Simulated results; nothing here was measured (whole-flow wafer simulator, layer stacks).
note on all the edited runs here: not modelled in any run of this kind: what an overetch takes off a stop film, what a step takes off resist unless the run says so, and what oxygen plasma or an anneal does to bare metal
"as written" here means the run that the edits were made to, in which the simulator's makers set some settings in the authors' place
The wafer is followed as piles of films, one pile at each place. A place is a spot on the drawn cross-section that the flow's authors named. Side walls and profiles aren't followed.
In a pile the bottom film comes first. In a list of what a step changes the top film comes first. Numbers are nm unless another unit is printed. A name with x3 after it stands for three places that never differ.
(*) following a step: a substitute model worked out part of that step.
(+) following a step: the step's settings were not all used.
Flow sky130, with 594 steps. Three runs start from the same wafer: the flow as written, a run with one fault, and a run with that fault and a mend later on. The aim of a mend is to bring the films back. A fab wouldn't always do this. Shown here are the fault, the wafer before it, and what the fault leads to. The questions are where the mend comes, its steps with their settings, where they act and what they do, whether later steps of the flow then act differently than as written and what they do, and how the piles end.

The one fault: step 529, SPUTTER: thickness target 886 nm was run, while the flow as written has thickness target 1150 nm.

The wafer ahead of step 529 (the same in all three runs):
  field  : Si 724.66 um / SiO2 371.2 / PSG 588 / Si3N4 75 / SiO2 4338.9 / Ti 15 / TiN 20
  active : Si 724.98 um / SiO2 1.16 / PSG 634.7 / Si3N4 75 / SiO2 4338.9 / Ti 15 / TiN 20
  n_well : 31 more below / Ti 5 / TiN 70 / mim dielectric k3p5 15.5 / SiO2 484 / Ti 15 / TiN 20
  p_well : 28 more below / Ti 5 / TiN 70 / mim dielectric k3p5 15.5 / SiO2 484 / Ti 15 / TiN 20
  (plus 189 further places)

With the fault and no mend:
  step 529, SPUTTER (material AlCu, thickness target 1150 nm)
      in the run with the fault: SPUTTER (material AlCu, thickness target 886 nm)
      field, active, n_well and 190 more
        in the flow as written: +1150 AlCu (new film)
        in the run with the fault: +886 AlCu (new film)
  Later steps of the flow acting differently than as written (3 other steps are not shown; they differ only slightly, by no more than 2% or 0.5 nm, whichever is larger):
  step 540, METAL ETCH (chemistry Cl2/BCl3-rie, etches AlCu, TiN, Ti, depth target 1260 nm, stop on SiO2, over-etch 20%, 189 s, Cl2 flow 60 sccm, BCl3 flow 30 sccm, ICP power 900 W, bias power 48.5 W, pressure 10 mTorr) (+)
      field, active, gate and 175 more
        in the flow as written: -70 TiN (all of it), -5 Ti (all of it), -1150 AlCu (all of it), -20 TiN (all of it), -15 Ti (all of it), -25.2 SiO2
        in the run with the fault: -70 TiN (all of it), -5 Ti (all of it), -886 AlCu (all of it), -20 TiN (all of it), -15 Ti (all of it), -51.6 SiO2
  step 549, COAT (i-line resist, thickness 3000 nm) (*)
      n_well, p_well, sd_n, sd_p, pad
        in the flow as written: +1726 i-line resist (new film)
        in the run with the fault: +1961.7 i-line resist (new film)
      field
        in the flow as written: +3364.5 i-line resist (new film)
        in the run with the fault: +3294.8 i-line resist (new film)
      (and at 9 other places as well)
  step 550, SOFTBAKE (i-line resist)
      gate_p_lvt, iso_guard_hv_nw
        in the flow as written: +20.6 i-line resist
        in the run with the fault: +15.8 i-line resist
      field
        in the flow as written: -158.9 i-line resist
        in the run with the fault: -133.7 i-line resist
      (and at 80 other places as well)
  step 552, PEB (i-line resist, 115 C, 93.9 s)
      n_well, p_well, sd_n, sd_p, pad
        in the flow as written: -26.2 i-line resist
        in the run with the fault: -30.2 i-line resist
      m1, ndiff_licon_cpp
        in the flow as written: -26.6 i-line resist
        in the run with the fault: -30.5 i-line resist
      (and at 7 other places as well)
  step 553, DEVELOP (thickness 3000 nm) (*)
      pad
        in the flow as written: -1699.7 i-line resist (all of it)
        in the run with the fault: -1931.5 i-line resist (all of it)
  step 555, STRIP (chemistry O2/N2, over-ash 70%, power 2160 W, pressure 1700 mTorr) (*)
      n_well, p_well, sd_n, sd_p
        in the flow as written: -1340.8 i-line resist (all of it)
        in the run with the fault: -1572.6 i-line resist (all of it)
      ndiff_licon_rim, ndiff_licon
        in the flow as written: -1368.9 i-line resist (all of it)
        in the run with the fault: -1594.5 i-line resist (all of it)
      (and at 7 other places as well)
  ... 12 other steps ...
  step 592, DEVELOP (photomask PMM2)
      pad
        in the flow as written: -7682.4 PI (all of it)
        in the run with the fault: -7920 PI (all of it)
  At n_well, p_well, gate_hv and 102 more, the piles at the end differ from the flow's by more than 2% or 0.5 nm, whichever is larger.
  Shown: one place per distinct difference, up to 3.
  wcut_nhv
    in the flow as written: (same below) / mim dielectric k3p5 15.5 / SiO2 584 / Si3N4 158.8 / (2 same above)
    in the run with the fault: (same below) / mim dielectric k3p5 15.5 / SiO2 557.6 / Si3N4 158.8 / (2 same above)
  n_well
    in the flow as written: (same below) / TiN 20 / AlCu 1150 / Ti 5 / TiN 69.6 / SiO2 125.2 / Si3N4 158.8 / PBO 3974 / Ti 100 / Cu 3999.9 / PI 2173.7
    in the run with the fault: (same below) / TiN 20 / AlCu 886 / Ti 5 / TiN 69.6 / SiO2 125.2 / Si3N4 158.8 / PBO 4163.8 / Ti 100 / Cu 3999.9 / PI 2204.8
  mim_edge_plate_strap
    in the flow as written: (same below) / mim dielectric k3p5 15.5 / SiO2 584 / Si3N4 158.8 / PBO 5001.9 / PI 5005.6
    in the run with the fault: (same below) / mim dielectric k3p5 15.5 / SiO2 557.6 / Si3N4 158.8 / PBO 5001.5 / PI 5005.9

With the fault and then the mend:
  The mend follows step 529.
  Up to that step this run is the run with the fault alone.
  step 529a, SPUTTER (material AlCu, thickness target 264 nm) (a further turn of the flow's step 529, with different settings)
      field, active, n_well and 190 more
        +264 AlCu
  Every later step of the flow that is run acts as written at every place that is followed.
  At every place that both follow, the piles at the end match the flow's.
